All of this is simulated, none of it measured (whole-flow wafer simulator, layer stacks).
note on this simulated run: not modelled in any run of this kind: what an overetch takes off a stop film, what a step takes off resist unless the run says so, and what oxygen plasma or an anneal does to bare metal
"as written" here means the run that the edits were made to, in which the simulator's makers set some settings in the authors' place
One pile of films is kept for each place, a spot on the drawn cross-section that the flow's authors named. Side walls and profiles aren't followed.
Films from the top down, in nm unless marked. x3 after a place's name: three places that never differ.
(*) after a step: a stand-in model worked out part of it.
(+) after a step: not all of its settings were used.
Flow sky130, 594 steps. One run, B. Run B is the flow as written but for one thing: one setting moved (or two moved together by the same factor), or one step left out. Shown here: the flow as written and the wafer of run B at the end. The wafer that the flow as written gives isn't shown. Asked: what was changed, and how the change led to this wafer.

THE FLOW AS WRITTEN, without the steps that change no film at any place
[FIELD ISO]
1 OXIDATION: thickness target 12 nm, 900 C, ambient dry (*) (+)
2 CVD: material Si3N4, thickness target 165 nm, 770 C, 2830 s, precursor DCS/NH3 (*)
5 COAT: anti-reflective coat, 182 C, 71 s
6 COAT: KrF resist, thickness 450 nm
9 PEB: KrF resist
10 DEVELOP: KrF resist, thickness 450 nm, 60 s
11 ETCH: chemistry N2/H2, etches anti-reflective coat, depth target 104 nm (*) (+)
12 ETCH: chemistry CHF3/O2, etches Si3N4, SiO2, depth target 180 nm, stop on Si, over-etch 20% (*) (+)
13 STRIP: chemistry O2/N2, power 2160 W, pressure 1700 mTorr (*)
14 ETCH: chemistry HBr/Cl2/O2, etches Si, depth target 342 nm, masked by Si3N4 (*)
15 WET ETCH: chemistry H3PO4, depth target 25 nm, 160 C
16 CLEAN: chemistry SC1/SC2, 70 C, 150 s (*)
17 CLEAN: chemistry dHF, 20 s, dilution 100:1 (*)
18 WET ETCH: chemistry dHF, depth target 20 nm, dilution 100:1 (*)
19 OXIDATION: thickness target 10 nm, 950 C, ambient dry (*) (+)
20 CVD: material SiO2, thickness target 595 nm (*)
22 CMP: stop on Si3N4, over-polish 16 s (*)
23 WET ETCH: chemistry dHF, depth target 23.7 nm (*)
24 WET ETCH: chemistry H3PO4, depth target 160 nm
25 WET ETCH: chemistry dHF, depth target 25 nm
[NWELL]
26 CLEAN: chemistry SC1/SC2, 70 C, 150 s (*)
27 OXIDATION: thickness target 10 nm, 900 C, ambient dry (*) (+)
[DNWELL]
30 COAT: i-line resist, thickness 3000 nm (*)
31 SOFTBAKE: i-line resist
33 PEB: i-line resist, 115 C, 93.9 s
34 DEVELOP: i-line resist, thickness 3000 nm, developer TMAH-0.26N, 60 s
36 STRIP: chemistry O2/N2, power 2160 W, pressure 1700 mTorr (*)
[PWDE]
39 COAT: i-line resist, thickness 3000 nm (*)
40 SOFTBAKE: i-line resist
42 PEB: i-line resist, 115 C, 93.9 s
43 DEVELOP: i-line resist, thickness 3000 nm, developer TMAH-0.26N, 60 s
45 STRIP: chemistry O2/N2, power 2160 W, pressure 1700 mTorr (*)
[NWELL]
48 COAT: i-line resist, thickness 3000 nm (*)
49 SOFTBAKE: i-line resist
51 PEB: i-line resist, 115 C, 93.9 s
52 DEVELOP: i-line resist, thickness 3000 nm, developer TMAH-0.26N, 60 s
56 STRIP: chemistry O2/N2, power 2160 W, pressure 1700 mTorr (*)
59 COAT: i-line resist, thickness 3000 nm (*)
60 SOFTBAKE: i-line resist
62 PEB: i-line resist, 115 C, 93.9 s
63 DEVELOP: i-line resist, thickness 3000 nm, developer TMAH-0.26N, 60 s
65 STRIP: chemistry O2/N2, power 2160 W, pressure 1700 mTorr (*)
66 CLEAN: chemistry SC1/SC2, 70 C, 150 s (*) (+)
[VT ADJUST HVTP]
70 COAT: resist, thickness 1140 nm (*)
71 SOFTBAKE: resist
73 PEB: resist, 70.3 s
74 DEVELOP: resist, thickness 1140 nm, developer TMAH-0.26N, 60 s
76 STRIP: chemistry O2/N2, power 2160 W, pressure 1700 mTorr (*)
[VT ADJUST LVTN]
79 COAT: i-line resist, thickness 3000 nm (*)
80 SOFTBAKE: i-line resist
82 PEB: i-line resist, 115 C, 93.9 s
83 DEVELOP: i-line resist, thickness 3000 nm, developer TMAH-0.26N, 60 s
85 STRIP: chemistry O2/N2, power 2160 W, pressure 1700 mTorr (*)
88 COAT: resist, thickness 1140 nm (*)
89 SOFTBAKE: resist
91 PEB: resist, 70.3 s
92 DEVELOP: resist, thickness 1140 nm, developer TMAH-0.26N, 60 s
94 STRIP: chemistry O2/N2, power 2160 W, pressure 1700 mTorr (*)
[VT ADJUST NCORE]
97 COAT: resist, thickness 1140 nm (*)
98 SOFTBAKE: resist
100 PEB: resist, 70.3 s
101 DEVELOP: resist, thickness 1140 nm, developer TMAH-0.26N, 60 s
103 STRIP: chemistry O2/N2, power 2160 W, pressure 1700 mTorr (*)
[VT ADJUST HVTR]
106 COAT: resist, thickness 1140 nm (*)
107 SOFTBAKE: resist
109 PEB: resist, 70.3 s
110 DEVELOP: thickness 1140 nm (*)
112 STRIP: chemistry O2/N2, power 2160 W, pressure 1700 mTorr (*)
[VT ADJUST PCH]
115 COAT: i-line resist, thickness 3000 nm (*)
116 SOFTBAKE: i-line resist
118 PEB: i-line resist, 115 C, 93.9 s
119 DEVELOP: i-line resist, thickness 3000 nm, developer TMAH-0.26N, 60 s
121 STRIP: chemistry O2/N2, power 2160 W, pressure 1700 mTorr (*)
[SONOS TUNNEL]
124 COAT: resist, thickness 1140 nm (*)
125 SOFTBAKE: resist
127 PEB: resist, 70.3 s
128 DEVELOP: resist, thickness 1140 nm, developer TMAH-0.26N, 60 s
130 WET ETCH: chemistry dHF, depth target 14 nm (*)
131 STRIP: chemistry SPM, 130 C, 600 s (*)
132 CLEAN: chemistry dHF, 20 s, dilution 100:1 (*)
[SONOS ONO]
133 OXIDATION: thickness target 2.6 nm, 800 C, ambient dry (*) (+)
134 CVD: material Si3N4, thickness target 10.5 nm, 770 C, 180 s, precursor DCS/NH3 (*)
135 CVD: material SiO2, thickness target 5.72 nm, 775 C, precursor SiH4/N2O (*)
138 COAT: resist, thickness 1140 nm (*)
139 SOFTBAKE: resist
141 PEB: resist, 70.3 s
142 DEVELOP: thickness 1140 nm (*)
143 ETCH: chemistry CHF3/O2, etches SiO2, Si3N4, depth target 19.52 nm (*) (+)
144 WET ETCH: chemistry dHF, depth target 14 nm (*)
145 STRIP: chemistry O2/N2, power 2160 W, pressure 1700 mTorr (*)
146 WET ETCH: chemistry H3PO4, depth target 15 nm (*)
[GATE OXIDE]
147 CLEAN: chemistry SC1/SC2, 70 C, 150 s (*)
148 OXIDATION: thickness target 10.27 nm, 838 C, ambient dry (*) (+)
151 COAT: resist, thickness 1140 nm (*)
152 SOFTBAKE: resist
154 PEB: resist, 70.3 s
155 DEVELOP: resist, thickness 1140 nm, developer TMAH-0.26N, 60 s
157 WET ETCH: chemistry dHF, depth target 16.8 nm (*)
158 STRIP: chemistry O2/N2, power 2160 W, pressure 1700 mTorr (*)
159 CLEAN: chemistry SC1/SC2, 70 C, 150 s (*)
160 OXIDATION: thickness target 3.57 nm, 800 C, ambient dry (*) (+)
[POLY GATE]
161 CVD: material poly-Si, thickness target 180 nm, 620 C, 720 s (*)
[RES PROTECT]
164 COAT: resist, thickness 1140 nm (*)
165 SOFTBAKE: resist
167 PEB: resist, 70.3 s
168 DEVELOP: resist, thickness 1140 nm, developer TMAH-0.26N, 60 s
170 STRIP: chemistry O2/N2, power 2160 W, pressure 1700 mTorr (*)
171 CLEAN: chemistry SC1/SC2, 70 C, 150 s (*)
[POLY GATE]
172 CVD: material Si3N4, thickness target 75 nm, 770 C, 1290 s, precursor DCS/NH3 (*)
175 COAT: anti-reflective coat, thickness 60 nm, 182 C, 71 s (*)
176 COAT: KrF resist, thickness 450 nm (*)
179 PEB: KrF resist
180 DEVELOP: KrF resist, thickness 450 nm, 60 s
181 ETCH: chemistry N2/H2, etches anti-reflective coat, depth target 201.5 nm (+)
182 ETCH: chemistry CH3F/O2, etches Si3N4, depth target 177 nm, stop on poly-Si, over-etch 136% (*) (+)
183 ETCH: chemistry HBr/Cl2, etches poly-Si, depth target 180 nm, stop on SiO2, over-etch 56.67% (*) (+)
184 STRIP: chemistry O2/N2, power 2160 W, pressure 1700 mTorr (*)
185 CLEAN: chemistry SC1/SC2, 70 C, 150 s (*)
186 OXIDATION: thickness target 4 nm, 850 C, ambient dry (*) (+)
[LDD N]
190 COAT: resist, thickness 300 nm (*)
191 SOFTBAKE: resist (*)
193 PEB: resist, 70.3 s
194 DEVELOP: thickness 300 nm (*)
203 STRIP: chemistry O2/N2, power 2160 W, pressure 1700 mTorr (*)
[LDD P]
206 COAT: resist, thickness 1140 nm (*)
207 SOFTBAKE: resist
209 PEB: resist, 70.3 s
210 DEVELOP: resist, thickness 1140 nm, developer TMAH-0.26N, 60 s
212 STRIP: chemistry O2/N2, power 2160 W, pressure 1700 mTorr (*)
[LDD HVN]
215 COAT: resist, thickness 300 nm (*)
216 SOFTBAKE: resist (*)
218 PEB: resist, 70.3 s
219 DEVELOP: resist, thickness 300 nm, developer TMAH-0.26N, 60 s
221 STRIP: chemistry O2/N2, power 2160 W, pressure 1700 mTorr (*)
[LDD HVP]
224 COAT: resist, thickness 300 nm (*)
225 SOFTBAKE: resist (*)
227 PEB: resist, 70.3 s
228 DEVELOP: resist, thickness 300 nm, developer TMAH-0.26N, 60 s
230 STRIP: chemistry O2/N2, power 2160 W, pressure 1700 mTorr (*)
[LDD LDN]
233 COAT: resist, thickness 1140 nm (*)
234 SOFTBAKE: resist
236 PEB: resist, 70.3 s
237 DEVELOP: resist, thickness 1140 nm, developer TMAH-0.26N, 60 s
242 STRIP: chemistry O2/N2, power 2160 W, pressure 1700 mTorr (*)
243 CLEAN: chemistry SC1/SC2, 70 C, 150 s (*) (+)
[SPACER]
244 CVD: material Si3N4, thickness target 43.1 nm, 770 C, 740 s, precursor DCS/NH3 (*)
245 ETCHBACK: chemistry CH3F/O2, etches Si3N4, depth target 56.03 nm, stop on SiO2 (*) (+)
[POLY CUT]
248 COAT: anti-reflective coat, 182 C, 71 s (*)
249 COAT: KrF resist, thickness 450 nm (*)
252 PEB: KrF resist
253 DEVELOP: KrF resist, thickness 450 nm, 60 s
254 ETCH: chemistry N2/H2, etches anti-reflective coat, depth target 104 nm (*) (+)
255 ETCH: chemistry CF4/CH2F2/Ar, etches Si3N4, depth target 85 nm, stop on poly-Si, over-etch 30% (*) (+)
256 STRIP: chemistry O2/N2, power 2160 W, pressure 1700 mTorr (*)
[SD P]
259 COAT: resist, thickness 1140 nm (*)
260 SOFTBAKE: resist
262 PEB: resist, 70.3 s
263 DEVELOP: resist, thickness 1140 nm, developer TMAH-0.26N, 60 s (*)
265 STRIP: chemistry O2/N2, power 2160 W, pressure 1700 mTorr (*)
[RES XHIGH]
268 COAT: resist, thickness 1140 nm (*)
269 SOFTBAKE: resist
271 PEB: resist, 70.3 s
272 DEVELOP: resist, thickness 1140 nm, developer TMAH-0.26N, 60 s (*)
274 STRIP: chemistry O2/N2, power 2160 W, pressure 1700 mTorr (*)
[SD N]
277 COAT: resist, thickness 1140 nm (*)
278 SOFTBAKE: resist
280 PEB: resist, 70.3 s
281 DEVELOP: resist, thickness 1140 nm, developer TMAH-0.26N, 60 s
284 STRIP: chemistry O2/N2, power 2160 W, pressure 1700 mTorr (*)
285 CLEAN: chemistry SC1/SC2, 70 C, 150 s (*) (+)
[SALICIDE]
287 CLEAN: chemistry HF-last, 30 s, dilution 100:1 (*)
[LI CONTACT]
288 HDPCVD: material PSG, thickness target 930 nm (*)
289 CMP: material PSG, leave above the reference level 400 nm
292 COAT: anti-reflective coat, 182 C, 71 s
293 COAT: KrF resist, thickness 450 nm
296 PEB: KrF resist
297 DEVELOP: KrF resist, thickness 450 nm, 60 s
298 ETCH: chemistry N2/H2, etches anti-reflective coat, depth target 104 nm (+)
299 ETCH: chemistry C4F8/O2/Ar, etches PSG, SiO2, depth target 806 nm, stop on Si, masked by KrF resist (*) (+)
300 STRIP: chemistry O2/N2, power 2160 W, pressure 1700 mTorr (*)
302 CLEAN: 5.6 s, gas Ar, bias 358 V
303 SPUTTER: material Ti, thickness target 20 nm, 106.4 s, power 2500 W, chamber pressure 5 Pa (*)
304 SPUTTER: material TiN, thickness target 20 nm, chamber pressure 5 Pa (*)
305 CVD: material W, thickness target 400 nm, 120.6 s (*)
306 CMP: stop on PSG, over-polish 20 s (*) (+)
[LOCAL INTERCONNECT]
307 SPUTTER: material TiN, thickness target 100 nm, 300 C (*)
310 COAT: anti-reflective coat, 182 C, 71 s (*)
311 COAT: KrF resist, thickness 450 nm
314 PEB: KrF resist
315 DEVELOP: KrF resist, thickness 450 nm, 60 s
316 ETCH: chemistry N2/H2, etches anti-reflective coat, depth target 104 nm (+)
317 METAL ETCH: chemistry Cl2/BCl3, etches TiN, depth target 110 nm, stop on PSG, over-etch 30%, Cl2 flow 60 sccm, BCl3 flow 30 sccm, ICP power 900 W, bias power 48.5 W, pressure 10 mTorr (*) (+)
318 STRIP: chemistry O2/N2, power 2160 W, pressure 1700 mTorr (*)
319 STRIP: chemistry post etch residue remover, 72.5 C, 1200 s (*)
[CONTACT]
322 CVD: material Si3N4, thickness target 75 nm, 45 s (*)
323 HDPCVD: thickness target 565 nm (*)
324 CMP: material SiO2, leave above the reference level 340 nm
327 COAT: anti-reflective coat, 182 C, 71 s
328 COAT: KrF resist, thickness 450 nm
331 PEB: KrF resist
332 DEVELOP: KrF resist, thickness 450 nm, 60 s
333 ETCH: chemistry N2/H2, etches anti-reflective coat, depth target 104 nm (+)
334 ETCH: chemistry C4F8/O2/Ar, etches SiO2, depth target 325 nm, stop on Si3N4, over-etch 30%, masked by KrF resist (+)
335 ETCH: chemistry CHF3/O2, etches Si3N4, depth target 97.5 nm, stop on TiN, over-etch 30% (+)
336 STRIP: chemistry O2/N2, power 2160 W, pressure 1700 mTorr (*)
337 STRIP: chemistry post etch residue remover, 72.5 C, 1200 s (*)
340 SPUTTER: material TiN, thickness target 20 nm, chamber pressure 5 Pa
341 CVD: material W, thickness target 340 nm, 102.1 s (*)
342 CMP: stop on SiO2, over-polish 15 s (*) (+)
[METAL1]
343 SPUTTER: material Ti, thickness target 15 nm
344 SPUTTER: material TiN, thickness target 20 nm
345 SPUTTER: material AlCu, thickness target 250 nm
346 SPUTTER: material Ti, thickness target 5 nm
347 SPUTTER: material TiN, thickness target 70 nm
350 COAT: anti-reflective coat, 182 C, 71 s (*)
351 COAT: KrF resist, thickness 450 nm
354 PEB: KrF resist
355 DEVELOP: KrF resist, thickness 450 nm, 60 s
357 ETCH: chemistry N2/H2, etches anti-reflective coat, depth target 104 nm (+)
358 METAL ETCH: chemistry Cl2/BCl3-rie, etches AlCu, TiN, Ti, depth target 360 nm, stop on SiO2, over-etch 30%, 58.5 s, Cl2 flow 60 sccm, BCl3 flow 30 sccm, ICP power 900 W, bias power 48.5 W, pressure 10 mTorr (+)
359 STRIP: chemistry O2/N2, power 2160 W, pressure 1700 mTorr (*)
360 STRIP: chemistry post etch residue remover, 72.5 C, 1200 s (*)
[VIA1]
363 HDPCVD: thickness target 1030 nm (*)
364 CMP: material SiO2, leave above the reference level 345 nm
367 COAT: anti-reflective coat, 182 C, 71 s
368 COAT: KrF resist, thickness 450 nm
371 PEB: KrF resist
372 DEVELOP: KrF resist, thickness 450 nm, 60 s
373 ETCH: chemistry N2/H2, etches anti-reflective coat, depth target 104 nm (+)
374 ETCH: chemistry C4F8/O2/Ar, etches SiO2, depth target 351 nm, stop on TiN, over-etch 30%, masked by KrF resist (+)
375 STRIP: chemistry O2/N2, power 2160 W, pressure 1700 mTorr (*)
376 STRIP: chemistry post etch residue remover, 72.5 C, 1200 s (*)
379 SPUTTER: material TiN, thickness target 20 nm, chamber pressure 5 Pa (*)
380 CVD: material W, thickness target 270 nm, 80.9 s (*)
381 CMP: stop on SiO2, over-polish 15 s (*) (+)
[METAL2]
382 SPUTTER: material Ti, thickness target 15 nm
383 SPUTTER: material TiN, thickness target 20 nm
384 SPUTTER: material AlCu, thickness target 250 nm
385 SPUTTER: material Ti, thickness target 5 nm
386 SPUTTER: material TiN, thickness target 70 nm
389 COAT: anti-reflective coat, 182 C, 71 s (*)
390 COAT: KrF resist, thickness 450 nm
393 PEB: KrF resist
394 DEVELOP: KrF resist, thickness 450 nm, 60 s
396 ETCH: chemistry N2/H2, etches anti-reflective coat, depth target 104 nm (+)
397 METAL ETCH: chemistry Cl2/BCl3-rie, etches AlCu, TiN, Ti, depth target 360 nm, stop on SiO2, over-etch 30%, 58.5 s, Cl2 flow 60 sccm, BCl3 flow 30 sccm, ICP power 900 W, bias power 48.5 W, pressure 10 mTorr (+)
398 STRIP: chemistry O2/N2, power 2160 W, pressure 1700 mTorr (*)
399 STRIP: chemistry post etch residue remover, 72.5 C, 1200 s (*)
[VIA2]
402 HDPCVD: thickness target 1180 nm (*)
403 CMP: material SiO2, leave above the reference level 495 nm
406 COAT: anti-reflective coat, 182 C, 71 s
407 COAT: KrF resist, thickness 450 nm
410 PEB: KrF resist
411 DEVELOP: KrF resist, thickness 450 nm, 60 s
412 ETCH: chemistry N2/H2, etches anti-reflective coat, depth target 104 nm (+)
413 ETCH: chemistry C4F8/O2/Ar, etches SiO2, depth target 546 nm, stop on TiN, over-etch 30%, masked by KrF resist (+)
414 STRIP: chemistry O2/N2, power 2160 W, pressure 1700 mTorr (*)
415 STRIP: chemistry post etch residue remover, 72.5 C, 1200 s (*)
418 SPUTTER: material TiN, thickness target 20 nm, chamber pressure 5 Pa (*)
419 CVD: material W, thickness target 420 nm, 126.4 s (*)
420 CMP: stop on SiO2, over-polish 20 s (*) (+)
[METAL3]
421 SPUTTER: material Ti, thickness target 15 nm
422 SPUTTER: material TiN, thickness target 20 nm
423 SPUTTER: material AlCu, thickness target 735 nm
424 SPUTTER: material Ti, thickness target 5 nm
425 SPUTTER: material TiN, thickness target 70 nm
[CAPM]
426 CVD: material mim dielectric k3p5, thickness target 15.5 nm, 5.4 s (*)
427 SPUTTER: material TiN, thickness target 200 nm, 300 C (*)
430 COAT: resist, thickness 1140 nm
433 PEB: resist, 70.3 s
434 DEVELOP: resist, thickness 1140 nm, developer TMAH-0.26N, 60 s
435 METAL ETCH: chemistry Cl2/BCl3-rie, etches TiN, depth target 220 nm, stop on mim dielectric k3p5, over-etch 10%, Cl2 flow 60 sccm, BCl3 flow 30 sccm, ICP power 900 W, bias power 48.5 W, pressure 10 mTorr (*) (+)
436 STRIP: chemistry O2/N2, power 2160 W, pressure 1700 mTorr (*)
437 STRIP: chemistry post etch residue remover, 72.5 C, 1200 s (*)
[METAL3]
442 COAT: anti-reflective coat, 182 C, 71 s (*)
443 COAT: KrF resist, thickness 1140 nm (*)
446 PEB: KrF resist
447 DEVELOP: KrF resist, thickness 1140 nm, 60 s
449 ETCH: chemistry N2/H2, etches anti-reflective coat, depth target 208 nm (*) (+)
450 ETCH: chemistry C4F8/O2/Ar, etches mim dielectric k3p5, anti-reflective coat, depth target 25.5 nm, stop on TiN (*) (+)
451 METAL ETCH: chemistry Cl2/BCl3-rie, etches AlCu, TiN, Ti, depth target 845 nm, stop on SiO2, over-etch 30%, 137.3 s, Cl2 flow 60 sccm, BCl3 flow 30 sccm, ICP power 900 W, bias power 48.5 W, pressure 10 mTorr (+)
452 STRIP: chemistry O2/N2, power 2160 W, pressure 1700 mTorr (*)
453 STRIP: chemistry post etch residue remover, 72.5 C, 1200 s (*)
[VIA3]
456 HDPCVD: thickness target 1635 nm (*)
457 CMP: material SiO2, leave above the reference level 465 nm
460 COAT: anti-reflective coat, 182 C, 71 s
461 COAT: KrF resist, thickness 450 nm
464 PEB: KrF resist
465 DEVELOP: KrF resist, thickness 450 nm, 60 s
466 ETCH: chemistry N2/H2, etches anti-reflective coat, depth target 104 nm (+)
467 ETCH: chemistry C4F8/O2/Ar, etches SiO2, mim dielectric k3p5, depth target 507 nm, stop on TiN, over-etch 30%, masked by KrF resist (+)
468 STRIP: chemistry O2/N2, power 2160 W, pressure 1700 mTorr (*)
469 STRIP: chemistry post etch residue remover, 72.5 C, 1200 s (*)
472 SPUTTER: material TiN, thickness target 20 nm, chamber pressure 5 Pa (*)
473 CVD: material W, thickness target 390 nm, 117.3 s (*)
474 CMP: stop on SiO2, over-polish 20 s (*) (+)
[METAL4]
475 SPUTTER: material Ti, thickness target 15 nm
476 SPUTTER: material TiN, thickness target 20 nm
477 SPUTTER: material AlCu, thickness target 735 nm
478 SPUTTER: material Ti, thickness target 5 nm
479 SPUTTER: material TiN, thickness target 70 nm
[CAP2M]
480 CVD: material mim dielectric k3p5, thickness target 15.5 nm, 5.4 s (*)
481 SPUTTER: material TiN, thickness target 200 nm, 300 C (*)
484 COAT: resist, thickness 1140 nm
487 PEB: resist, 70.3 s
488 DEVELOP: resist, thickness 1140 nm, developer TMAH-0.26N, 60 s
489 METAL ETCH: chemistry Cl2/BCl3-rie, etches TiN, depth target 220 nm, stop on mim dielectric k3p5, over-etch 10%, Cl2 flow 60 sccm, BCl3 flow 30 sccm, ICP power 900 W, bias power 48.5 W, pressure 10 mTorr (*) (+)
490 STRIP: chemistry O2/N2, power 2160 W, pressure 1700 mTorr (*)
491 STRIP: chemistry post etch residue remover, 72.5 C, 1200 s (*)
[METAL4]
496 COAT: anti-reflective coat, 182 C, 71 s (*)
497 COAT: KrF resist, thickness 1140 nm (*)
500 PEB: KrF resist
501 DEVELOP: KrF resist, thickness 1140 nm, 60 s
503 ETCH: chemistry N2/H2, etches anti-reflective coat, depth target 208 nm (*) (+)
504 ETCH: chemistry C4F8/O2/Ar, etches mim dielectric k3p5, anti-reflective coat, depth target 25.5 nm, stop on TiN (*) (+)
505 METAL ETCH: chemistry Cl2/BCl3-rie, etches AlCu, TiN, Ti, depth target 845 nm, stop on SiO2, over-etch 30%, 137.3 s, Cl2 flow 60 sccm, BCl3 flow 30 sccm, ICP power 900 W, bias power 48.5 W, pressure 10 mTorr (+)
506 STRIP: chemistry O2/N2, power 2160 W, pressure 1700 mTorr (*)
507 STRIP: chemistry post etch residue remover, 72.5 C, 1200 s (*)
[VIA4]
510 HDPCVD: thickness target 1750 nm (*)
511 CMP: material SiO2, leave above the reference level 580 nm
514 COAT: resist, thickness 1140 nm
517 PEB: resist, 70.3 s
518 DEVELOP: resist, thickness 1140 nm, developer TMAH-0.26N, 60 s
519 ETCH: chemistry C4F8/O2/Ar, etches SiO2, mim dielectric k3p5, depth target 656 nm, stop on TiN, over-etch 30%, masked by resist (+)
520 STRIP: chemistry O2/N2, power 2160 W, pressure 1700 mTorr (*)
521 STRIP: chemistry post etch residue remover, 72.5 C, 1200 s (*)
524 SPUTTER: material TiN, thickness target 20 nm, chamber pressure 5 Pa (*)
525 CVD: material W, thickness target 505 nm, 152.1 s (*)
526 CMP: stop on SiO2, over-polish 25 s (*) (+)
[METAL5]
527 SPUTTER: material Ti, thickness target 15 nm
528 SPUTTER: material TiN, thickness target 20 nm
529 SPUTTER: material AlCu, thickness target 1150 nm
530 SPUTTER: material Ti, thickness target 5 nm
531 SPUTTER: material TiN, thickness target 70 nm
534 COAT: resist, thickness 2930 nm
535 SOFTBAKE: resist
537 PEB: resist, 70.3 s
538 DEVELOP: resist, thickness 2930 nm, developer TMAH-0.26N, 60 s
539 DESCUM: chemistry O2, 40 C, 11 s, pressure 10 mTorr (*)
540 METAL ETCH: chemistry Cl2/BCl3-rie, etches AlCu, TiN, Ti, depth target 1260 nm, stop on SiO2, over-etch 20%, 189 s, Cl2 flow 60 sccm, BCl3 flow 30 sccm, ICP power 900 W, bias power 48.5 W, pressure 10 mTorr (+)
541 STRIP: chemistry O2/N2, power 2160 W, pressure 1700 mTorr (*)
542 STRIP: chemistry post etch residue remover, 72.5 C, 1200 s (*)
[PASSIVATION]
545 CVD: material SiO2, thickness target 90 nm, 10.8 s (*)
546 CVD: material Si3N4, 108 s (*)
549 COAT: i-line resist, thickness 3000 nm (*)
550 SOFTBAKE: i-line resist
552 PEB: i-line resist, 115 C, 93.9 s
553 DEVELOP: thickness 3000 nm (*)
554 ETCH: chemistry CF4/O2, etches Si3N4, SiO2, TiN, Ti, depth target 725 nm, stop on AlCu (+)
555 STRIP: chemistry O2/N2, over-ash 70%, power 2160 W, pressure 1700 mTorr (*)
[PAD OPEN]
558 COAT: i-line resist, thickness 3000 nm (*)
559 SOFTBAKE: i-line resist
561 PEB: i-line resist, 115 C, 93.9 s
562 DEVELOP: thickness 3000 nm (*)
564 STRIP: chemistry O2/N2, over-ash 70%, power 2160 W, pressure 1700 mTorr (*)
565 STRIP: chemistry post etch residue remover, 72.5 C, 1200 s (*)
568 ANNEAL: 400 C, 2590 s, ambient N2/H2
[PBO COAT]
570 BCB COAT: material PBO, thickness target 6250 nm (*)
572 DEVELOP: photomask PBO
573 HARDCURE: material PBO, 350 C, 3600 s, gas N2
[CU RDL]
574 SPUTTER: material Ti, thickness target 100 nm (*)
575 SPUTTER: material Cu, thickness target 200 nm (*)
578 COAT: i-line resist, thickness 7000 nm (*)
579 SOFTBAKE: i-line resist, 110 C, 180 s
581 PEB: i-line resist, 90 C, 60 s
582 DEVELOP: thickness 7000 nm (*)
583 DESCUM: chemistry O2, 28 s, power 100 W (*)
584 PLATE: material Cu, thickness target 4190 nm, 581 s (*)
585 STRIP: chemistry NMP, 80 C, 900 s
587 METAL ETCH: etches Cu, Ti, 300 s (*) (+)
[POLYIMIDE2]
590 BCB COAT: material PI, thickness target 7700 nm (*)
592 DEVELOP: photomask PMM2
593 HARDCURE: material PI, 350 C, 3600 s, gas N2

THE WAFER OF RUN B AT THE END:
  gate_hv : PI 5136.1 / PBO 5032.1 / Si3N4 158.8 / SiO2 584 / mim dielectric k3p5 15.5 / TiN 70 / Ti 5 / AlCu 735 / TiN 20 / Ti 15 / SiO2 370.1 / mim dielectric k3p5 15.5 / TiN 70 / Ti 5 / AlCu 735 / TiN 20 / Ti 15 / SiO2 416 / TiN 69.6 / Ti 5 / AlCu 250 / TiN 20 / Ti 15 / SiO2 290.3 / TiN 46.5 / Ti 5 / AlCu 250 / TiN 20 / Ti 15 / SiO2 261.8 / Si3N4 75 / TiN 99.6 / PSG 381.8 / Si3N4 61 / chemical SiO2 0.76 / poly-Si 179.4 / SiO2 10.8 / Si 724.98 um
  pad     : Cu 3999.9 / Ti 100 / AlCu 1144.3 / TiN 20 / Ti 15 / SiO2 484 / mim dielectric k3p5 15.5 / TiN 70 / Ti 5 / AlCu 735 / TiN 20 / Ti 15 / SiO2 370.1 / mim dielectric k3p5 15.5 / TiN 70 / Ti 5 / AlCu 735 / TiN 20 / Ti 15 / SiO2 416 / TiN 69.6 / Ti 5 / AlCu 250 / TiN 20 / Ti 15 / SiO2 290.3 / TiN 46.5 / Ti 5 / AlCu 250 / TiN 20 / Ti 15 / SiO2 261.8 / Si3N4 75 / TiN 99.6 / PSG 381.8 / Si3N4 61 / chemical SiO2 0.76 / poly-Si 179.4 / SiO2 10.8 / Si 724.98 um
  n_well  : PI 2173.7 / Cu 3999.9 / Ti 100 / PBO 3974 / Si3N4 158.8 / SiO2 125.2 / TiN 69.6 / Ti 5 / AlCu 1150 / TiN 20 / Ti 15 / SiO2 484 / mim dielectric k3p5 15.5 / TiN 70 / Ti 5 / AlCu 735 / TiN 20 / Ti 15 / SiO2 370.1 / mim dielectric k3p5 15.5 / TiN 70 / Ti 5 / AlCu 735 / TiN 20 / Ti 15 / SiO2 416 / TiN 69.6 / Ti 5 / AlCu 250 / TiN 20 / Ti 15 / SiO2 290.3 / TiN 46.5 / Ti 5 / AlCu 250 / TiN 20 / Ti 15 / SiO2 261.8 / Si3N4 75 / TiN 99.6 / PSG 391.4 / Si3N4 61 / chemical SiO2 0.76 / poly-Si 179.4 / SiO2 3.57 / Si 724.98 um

The cause: step 347, SPUTTER: thickness target 46.9 nm was run, where the flow has thickness target 70 nm.

How the change led to this, step by step:
  347 SPUTTER: material TiN, thickness target 70 nm
      field, active, n_well and 188 more: TiN +46.9 (new film) (as written it would be: TiN +70 (new film))
  358 METAL ETCH: chemistry Cl2/BCl3-rie, etches AlCu, TiN, Ti, depth target 360 nm, stop on SiO2, over-etch 30%, 58.5 s, Cl2 flow 60 sccm, BCl3 flow 30 sccm, ICP power 900 W, bias power 48.5 W, pressure 10 mTorr (+)
      field, active, gate and 81 more: TiN -45.6 (all of it), Ti -5 (all of it), AlCu -250 (all of it), TiN -20 (all of it), Ti -15 (all of it), SiO2 -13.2 (as written it would be: TiN -68.7 (all of it), Ti -5 (all of it), AlCu -250 (all of it), TiN -20 (all of it), Ti -15 (all of it), SiO2 -10.9)
  364 CMP: material SiO2, leave above the reference level 345 nm
      n_well, p_well, gate_hv and 100 more: SiO2 -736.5 (as written it would be: SiO2 -759.6)
      poly_licon, ndiff_licon, ndiff_licon_cpp, rpo_hd_licon: SiO2 -735.9 (as written it would be: SiO2 -759)
  374 ETCH: chemistry C4F8/O2/Ar, etches SiO2, depth target 351 nm, stop on TiN, over-etch 30%, masked by KrF resist (+)
      m1, via1_hole: SiO2 -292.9 (all of it) (as written it would be: SiO2 -269.8 (all of it))
  380 CVD: material W, thickness target 270 nm, 80.9 s (*)
      m1, via1_hole: W +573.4 (new film) (as written it would be: W +549.9 (new film))
